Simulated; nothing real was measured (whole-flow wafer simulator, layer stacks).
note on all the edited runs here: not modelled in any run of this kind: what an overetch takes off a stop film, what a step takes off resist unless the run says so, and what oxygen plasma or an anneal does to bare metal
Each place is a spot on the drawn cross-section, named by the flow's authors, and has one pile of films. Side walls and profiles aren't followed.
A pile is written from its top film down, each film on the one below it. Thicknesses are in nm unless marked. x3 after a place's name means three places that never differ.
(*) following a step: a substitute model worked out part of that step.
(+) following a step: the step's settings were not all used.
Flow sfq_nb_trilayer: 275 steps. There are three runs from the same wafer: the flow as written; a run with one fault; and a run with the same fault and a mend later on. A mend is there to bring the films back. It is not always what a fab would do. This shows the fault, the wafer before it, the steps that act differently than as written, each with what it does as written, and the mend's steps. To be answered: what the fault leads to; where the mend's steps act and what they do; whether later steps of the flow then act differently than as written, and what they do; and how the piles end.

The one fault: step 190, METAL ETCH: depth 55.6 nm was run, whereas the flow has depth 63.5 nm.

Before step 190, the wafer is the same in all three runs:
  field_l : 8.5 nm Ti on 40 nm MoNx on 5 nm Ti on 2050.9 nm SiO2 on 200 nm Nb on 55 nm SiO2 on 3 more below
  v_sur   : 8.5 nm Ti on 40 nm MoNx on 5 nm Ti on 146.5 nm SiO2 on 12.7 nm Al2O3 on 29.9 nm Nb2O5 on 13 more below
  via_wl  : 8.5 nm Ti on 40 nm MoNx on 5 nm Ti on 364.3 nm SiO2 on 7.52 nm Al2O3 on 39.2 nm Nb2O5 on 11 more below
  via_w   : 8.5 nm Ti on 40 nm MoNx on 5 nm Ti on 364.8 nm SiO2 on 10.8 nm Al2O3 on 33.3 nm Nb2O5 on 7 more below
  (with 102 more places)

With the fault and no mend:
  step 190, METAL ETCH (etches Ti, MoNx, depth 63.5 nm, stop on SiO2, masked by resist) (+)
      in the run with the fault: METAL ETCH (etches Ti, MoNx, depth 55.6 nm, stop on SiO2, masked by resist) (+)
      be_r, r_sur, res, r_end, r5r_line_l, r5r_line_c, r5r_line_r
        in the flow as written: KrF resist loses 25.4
        in the run with the fault: KrF resist loses 22.2
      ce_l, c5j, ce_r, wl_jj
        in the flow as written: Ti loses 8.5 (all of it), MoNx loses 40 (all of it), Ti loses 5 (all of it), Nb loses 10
        in the run with the fault: Ti loses 8.5 (all of it), MoNx loses 40 (all of it), Ti loses 5 (all of it), Nb loses 2.1
  Steps later in the flow that act otherwise than as written (11 other steps are not shown; they differ only slightly, by no more than 2% or 0.5 nm, whichever is larger):
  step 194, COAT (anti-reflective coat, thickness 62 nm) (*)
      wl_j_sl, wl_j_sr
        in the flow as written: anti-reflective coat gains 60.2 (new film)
        in the run with the fault: anti-reflective coat gains 61.6 (new film)
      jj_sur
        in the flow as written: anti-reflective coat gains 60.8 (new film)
        in the run with the fault: anti-reflective coat gains 62.3 (new film)
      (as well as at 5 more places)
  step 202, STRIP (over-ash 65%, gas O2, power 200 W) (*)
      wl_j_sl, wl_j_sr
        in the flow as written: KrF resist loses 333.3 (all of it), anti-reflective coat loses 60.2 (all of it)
        in the run with the fault: KrF resist loses 333.1 (all of it), anti-reflective coat loses 61.6 (all of it)
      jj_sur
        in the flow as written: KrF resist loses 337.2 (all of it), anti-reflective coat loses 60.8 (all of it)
        in the run with the fault: KrF resist loses 337 (all of it), anti-reflective coat loses 62.3 (all of it)
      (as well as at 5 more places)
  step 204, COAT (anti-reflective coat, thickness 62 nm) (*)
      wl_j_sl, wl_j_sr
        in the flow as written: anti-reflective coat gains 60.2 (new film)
        in the run with the fault: anti-reflective coat gains 61.6 (new film)
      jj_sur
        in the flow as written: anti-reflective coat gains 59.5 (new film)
        in the run with the fault: anti-reflective coat gains 60.9 (new film)
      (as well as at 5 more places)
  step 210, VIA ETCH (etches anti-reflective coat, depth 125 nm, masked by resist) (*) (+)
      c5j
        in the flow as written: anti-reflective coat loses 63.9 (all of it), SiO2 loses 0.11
        in the run with the fault: anti-reflective coat loses 61.9 (all of it), SiO2 loses 0.12
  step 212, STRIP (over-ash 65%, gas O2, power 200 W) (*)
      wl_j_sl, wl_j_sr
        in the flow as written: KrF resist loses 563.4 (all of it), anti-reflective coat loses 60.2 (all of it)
        in the run with the fault: KrF resist loses 563.3 (all of it), anti-reflective coat loses 61.6 (all of it)
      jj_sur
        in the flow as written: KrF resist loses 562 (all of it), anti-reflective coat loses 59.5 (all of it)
        in the run with the fault: KrF resist loses 561.8 (all of it), anti-reflective coat loses 60.9 (all of it)
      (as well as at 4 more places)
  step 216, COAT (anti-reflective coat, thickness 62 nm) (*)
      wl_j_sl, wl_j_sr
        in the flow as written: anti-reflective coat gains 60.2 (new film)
        in the run with the fault: anti-reflective coat gains 61.6 (new film)
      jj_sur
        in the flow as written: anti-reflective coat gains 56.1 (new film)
        in the run with the fault: anti-reflective coat gains 58 (new film)
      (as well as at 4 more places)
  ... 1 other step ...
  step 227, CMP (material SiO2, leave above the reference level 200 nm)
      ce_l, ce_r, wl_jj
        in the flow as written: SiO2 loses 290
        in the run with the fault: SiO2 loses 297.9
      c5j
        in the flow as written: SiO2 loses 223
        in the run with the fault: SiO2 loses 230.9
  By the end, the piles at ce_l, c5j, ce_r, wl_jj depart from the flow's by more than 2% or 0.5 nm, whichever is larger.
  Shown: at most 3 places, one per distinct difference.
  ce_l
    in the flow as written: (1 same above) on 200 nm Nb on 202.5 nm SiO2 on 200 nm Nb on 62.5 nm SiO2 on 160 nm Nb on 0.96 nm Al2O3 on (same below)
    in the run with the fault: (1 same above) on 200 nm Nb on 194.6 nm SiO2 on 200 nm Nb on 62.5 nm SiO2 on 167.9 nm Nb on 0.96 nm Al2O3 on (same below)
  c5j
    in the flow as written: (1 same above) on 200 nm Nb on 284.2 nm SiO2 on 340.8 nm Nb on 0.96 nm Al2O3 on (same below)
    in the run with the fault: (1 same above) on 200 nm Nb on 276.3 nm SiO2 on 348.7 nm Nb on 0.96 nm Al2O3 on (same below)

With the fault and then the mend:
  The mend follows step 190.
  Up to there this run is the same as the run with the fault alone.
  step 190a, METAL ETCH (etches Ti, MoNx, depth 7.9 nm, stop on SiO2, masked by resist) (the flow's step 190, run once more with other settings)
      be_r, r_sur, res, r_end, r5r_line_l, r5r_line_c, r5r_line_r
        KrF resist loses 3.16
      ce_l, c5j, ce_r, wl_jj
        Nb loses 7.9
  Later steps of the flow that are run all act as written at every place that is followed.
  At every place that both follow, the piles at the end match the flow's.
